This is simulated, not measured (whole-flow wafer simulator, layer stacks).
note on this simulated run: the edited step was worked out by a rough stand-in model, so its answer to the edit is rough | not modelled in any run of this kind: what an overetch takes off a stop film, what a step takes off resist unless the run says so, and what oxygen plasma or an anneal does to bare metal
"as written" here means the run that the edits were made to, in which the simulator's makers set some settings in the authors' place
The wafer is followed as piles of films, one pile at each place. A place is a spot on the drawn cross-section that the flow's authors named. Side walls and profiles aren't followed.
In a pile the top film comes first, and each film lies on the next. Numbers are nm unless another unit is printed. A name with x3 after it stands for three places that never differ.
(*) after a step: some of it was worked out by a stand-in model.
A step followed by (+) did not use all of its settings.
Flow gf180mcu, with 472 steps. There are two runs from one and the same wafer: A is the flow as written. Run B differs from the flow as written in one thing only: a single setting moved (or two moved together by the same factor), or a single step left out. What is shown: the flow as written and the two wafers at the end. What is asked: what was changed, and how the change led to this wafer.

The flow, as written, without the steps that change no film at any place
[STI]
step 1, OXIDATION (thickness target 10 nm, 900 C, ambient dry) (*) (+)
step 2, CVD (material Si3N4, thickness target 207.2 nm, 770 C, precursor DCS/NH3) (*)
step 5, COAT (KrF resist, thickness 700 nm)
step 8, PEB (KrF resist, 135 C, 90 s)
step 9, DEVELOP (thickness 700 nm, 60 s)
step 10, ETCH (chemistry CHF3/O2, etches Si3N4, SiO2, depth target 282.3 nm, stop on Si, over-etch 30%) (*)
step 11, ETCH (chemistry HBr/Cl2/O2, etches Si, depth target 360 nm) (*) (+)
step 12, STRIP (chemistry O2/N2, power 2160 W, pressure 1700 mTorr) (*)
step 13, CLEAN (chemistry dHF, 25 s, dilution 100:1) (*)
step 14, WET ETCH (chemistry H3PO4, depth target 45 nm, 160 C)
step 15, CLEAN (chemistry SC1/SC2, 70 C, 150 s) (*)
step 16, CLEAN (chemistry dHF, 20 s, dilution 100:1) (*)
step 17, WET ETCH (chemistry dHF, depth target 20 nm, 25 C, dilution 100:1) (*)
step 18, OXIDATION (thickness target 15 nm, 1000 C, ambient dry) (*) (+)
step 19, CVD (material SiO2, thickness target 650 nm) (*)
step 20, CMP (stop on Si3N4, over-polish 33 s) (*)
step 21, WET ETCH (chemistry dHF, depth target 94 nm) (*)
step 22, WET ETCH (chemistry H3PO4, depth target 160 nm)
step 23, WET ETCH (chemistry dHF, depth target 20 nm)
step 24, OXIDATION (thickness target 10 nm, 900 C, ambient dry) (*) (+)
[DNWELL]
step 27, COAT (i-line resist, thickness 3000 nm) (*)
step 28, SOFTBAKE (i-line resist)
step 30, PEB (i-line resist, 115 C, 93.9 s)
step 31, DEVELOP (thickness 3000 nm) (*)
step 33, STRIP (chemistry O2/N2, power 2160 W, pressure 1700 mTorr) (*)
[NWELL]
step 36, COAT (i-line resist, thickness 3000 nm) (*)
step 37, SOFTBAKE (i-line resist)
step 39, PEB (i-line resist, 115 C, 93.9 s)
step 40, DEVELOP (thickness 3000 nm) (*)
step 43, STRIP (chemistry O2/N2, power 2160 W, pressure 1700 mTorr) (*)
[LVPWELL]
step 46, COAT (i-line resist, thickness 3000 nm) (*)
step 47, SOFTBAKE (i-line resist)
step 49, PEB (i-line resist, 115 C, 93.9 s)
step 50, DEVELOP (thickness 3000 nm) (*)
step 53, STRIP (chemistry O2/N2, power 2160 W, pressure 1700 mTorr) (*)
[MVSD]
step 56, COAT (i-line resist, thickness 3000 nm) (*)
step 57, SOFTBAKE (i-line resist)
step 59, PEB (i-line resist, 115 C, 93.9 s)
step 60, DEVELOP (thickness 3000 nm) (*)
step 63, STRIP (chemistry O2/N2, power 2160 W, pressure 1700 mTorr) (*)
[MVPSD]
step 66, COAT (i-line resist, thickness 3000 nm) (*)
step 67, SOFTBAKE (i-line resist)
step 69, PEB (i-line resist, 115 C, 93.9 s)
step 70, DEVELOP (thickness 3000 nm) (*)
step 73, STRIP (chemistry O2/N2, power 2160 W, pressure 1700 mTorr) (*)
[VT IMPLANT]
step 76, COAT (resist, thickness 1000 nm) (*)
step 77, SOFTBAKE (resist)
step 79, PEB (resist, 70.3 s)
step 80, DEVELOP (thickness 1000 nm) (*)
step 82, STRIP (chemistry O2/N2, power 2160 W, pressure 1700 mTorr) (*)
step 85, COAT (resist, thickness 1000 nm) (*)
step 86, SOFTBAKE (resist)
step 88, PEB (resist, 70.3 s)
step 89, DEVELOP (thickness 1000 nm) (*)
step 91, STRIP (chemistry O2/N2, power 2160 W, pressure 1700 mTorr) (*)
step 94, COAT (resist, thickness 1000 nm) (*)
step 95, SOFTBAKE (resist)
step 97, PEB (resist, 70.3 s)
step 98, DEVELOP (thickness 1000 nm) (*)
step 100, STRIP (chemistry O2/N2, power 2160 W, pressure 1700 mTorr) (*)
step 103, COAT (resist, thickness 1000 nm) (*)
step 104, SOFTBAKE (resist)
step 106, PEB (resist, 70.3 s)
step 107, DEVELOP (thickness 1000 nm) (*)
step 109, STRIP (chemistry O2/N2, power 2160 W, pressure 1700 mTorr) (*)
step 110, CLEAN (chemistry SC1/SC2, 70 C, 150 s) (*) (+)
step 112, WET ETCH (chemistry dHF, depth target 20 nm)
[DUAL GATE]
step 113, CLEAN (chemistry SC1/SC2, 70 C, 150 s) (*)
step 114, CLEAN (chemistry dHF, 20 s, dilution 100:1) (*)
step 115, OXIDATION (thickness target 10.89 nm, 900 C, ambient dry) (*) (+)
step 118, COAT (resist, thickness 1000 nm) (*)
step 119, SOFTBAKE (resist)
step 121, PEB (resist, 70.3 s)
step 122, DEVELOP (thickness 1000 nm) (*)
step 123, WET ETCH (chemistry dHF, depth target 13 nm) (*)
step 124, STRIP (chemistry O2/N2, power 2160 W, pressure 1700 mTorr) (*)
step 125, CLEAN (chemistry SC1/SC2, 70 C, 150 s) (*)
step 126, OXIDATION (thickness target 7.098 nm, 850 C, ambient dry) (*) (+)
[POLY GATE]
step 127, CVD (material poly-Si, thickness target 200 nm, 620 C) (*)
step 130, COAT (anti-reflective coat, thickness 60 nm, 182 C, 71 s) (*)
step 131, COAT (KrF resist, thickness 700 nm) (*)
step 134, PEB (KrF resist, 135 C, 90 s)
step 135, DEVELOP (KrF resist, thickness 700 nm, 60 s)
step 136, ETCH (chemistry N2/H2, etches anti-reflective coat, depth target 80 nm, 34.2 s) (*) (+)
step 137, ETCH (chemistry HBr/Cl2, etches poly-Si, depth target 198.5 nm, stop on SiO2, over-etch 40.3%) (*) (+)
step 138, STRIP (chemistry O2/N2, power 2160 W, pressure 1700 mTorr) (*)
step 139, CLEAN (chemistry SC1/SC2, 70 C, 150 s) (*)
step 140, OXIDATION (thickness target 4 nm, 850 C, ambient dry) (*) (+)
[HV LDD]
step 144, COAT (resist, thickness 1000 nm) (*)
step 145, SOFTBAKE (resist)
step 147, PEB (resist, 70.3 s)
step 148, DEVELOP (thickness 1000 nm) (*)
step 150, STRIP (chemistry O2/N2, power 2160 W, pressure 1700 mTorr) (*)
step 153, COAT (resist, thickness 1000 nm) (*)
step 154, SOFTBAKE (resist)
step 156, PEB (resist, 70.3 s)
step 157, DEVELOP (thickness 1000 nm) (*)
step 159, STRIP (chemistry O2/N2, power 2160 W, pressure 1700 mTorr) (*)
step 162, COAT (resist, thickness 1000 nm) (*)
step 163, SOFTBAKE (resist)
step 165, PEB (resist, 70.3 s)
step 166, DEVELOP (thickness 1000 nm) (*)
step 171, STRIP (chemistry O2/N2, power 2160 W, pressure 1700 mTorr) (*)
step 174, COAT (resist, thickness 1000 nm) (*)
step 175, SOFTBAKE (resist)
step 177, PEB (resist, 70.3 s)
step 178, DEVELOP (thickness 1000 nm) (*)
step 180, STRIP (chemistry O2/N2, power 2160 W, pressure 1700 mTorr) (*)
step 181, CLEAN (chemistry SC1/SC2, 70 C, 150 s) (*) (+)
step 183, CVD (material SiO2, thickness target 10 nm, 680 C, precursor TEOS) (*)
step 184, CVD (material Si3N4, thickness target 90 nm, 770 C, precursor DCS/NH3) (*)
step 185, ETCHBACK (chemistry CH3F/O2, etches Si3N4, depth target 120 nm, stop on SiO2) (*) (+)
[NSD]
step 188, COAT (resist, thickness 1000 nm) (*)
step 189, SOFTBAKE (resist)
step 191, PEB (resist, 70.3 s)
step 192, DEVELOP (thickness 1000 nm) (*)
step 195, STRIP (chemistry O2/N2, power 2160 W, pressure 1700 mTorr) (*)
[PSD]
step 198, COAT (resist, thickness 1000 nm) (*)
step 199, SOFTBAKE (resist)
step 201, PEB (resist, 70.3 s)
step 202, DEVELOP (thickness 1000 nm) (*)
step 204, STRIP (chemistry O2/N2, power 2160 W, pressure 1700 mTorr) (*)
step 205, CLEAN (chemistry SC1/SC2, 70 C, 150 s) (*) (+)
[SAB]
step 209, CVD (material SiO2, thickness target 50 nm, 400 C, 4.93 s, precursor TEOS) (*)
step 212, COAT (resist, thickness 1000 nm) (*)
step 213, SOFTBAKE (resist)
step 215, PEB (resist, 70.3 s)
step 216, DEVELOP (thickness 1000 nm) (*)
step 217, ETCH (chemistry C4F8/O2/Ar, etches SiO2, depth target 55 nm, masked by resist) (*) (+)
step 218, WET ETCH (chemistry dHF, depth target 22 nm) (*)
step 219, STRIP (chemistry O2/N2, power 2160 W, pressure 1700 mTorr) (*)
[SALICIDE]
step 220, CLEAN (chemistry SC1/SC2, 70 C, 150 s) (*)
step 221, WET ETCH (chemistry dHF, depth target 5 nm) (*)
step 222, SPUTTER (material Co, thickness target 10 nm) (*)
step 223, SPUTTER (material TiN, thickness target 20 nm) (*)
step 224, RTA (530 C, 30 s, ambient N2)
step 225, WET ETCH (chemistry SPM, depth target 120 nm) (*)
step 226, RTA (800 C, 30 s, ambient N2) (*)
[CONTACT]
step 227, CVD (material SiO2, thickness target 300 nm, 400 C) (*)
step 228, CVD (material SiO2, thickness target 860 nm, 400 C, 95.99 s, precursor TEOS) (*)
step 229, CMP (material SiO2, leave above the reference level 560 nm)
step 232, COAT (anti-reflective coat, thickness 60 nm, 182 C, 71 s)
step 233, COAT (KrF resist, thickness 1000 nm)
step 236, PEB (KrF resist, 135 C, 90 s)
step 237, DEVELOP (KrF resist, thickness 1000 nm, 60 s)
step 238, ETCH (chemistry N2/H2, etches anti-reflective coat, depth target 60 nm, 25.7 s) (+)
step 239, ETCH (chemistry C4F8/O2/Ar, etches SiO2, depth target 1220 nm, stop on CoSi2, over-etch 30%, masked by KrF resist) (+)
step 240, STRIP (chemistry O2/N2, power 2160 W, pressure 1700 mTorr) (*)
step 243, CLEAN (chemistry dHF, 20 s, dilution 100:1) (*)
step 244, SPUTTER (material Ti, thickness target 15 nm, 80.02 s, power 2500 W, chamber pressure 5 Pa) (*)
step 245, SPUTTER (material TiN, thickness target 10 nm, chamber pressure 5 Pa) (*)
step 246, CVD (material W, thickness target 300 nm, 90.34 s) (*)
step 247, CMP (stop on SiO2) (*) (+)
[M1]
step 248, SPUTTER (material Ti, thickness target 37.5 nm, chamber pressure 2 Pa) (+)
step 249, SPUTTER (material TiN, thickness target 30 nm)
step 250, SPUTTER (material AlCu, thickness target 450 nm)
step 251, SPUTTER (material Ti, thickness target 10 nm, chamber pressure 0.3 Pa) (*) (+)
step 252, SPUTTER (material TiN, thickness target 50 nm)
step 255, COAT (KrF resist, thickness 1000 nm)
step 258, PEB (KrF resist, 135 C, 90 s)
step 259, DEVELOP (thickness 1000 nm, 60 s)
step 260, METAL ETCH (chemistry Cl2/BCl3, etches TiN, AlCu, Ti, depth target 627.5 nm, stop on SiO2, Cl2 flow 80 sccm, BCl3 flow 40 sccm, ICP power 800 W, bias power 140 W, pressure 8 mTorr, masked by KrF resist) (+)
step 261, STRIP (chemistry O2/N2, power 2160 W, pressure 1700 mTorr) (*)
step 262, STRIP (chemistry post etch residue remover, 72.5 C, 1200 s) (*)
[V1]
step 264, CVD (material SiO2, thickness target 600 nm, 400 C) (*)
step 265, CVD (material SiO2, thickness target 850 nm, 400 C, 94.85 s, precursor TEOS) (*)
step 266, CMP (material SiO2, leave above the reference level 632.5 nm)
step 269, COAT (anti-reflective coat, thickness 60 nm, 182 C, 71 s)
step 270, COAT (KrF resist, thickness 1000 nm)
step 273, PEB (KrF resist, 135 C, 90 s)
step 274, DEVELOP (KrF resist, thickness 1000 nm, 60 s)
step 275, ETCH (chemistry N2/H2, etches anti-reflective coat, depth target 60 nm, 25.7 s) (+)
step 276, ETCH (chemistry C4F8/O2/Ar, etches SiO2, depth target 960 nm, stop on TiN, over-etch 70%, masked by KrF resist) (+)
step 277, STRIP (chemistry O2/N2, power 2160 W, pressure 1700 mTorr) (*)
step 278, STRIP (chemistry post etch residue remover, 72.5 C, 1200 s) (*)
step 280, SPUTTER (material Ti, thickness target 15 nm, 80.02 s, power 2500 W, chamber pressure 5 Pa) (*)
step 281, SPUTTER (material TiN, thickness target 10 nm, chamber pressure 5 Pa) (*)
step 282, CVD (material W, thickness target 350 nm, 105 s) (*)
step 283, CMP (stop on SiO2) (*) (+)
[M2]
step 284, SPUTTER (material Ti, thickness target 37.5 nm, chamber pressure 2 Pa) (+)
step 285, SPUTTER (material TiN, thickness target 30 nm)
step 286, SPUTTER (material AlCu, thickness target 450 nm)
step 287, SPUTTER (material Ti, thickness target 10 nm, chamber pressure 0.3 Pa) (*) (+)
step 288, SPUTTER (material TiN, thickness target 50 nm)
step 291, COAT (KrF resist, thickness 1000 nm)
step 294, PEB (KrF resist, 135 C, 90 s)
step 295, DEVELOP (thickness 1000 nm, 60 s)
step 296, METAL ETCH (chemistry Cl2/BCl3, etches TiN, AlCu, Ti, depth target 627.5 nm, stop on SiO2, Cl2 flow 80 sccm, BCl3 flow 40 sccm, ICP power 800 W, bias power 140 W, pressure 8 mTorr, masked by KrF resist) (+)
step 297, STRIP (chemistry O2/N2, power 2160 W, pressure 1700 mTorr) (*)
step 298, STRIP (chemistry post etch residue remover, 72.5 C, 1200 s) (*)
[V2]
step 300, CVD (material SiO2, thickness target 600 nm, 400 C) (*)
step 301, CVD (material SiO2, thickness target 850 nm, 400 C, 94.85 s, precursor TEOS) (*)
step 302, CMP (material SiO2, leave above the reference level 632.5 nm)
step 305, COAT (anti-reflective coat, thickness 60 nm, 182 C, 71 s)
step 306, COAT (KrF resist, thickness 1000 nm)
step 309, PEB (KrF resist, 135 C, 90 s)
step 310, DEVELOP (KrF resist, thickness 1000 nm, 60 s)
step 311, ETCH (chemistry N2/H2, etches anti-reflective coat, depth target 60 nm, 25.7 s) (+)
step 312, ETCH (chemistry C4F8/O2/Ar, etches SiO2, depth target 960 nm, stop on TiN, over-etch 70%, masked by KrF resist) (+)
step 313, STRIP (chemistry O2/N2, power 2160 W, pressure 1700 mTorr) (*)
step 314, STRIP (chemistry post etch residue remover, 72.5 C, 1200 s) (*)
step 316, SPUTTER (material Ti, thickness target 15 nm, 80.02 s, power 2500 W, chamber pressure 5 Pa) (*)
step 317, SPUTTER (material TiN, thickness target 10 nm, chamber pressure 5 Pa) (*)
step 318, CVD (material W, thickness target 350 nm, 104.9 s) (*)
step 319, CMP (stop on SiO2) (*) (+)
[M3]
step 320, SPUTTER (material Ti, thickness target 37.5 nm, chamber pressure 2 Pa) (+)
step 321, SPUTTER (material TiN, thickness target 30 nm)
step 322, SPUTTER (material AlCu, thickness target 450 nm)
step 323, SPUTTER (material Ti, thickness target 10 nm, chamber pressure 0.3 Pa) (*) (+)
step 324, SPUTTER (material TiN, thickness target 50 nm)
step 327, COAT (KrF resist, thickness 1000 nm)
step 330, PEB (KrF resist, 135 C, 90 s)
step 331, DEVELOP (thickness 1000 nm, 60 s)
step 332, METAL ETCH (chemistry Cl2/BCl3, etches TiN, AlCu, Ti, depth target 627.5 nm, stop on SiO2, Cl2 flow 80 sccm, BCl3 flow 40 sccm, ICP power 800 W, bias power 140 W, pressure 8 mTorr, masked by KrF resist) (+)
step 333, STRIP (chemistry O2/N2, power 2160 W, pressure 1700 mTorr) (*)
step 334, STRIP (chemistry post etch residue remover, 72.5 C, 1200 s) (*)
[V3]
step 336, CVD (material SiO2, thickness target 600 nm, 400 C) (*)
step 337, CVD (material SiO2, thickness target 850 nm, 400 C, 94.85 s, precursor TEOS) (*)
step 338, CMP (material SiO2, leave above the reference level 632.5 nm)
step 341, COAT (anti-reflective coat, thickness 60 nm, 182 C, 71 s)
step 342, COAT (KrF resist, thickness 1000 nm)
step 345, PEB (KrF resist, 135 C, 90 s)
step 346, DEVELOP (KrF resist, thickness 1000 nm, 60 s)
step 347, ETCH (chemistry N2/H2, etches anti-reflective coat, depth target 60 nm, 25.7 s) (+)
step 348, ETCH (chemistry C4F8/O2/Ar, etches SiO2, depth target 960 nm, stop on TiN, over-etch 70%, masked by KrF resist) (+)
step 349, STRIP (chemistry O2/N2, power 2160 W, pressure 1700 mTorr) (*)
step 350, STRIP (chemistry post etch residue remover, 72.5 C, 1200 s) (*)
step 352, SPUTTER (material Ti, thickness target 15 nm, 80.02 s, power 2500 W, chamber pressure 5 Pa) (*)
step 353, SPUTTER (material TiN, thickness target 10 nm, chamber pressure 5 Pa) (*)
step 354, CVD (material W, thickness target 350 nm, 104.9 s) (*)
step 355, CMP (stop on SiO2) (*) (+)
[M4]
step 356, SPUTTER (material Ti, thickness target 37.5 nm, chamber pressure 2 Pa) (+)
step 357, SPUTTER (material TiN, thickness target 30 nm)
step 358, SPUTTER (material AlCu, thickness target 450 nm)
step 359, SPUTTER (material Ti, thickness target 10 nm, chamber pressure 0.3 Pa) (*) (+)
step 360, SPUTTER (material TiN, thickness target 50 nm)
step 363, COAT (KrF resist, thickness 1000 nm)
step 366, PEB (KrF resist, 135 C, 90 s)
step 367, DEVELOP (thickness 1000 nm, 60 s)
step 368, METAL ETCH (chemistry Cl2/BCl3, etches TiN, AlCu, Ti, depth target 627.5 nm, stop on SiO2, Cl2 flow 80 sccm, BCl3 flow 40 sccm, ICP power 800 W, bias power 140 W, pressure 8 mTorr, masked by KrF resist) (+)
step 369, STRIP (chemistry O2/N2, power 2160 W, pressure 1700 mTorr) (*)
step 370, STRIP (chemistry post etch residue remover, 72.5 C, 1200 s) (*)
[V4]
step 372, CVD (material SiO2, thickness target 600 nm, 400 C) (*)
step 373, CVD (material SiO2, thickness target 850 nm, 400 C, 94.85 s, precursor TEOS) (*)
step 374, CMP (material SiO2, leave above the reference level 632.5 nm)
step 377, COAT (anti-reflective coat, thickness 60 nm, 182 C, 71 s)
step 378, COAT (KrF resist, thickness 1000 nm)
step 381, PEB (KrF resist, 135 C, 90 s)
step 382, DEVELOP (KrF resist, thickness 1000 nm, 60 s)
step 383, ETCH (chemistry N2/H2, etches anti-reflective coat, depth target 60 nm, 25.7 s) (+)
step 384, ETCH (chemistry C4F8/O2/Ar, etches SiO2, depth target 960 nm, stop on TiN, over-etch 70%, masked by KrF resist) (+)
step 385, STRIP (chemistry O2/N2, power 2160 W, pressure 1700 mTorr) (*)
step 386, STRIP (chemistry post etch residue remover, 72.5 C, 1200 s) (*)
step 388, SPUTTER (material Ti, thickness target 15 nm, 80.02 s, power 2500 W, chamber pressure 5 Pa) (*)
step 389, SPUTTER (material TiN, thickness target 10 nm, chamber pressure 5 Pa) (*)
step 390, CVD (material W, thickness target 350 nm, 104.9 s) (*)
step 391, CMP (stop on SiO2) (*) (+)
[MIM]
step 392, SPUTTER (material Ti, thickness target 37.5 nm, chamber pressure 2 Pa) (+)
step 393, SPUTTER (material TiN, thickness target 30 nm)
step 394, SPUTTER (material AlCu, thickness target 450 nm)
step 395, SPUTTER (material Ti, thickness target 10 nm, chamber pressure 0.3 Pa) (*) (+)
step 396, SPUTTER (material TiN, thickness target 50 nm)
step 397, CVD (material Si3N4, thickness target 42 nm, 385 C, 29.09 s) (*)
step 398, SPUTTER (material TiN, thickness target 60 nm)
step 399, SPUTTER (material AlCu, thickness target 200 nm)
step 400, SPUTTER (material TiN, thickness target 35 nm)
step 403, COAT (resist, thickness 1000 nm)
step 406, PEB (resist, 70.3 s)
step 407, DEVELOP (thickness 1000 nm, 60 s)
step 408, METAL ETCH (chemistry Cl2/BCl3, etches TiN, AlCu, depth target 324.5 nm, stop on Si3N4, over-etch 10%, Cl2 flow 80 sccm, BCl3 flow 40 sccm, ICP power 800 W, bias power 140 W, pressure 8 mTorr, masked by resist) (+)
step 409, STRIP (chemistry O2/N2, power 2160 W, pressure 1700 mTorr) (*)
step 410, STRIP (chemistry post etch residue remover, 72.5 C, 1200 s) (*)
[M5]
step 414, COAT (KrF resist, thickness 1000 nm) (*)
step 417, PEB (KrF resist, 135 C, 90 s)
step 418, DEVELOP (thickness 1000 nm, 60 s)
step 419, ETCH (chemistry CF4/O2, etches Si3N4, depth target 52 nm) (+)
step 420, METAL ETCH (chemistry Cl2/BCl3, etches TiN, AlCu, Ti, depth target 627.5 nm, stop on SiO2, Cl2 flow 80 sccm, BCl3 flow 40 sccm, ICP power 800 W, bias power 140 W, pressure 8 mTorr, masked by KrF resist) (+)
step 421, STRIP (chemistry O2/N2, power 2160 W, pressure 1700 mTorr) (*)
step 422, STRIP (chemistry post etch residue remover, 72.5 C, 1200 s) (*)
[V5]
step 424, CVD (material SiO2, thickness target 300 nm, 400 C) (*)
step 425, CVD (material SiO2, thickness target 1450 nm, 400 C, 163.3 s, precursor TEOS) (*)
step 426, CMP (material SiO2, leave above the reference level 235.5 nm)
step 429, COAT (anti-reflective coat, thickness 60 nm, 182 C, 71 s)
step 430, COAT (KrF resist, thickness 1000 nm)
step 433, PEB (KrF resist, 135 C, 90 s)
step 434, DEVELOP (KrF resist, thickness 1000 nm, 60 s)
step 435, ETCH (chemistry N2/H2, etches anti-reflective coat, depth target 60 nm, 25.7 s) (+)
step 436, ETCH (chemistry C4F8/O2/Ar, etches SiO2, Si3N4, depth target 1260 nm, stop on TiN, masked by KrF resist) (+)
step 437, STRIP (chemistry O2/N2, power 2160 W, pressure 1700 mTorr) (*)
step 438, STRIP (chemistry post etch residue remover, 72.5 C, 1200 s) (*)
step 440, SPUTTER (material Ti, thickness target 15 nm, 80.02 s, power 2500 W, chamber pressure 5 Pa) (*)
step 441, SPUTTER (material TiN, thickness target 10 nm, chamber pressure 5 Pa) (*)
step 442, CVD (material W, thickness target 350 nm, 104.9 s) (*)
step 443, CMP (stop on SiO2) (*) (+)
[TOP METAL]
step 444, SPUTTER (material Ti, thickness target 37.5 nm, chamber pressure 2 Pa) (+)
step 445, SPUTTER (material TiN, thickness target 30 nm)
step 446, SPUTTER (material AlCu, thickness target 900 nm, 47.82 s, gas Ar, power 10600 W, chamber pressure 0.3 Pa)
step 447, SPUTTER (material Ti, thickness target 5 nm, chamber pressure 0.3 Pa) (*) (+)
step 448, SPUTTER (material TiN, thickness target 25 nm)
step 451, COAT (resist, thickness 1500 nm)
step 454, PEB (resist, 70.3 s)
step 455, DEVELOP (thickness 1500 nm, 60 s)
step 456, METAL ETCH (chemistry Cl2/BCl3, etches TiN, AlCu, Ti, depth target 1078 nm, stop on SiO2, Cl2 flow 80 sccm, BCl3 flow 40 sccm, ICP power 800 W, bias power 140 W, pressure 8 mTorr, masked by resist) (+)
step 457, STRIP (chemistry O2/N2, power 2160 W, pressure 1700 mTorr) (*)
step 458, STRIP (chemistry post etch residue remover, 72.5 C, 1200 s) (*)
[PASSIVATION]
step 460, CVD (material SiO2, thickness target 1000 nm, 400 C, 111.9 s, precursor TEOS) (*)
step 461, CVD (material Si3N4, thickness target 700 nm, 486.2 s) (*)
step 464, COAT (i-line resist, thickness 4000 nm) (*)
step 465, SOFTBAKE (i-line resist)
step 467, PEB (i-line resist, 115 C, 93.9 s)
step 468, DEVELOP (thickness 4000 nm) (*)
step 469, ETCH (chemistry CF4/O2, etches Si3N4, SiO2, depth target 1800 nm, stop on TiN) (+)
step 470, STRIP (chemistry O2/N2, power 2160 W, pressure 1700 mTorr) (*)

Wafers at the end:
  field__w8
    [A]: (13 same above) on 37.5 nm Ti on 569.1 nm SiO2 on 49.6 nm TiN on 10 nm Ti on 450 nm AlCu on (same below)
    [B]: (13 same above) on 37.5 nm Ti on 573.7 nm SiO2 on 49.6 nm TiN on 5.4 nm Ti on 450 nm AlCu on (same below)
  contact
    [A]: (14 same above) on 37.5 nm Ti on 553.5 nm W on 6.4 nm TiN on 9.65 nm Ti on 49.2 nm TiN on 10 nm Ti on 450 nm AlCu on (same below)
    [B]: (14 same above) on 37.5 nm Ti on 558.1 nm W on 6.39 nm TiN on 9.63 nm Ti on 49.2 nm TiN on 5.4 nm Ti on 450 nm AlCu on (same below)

What caused this: step 359, SPUTTER: thickness target 5.4 nm was run, while the flow as written has thickness target 10 nm.
The wafer lets one read it off: field__w8 has Ti 5.4, and step 359 as written asks for 10 nm.

The path from the change to this, step by step:
  step 359, SPUTTER (material Ti, thickness target 10 nm, chamber pressure 0.3 Pa) (*) (+)
      field, field__w1, field__w2 and 108 more: A Ti gains 10 (new film) | B Ti gains 5.4 (new film)
  step 368, METAL ETCH (chemistry Cl2/BCl3, etches TiN, AlCu, Ti, depth target 627.5 nm, stop on SiO2, Cl2 flow 80 sccm, BCl3 flow 40 sccm, ICP power 800 W, bias power 140 W, pressure 8 mTorr, masked by KrF resist) (+)
      field, field__w1, field__w2 and 103 more: A TiN loses 50 (all of it), Ti loses 10 (all of it), AlCu loses 450 (all of it), TiN loses 30 (all of it), Ti loses 37.5 (all of it) | B TiN loses 50 (all of it), Ti loses 5.4 (all of it), AlCu loses 450 (all of it), TiN loses 30 (all of it), Ti loses 37.5 (all of it)
